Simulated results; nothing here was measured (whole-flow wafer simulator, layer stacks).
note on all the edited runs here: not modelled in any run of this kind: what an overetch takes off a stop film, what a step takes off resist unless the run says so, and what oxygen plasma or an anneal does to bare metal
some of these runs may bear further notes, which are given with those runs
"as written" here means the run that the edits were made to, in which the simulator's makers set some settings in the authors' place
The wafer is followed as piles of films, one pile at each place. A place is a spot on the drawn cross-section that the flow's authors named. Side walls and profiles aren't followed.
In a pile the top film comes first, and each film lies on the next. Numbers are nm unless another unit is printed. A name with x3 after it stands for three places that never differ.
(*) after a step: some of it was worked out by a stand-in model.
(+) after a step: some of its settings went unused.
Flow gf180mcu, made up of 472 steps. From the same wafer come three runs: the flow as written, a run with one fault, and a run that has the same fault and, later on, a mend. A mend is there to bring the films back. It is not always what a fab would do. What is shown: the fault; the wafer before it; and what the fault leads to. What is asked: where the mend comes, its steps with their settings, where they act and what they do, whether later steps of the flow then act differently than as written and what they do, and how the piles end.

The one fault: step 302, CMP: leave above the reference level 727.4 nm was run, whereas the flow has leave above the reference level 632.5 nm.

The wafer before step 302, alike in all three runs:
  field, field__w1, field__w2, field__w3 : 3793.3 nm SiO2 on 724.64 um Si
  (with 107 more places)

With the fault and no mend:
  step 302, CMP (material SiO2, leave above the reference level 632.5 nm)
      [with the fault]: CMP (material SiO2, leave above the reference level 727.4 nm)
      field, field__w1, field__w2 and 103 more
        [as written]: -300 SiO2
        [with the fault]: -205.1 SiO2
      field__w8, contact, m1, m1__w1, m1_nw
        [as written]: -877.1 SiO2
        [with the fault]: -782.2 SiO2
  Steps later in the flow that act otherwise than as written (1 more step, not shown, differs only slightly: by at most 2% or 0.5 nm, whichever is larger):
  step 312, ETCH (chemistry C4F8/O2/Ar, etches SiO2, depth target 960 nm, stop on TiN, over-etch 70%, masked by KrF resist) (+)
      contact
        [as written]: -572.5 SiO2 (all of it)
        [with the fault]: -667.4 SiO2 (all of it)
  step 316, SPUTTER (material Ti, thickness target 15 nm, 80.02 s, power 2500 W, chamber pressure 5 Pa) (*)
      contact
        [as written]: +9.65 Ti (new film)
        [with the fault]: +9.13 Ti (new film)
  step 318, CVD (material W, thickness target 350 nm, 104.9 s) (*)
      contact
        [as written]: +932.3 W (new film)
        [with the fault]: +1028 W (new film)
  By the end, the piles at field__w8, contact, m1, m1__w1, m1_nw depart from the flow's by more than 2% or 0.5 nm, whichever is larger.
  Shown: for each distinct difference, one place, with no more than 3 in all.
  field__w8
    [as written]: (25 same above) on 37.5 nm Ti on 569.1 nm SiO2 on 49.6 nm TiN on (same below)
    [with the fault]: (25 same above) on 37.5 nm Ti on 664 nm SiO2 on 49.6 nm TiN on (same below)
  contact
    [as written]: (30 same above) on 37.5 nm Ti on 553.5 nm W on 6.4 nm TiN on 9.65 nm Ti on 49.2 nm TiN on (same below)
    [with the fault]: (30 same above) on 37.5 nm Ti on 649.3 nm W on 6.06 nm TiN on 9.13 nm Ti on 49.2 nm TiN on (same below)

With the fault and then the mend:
  The mend follows step 310.
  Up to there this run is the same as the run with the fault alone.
  step 310a, STRIP (chemistry O2/N2, power 2160 W, pressure 1700 mTorr) (*)
      field, field__w1, field__w2 and 107 more
        -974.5 KrF resist (all of it), -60 anti-reflective coat (all of it)
      contact
        -60 anti-reflective coat (all of it)
  step 310b, CMP (material SiO2, leave above the reference level 632.5 nm) (the flow's step 302 again)
      field, field__w1, field__w2 and 108 more
        -94.9 SiO2
  step 310c, HMDS (120 C, 60 s) (the flow's step 304 again)
      does not change any film at any place that is followed
  step 310d, COAT (anti-reflective coat, thickness 60 nm, 182 C, 71 s) (the flow's step 305 again)
      field, field__w1, field__w2 and 108 more
        +60 anti-reflective coat (new film)
  step 310e, COAT (KrF resist, thickness 1000 nm) (the flow's step 306 again)
      field, field__w1, field__w2 and 108 more
        +1000 KrF resist (new film)
  step 310f, SOFTBAKE (KrF resist) (the flow's step 307 again)
      does not change any film at any place that is followed
  step 310g, EXPOSE (photomask Via2) (the flow's step 308 again)
      does not change any film at any place that is followed
  step 310h, PEB (KrF resist, 135 C, 90 s) (the flow's step 309 again)
      field, field__w1, field__w2 and 108 more
        -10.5 KrF resist
  step 310i, DEVELOP (KrF resist, thickness 1000 nm, 60 s) (the flow's step 310 again)
      field, field__w1, field__w2 and 107 more
        -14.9 KrF resist
      contact
        -989.5 KrF resist (all of it)
  None of the later steps of the flow acts differently than as written at any place that is followed.
  At every place that both follow, the piles at the end match the flow's.
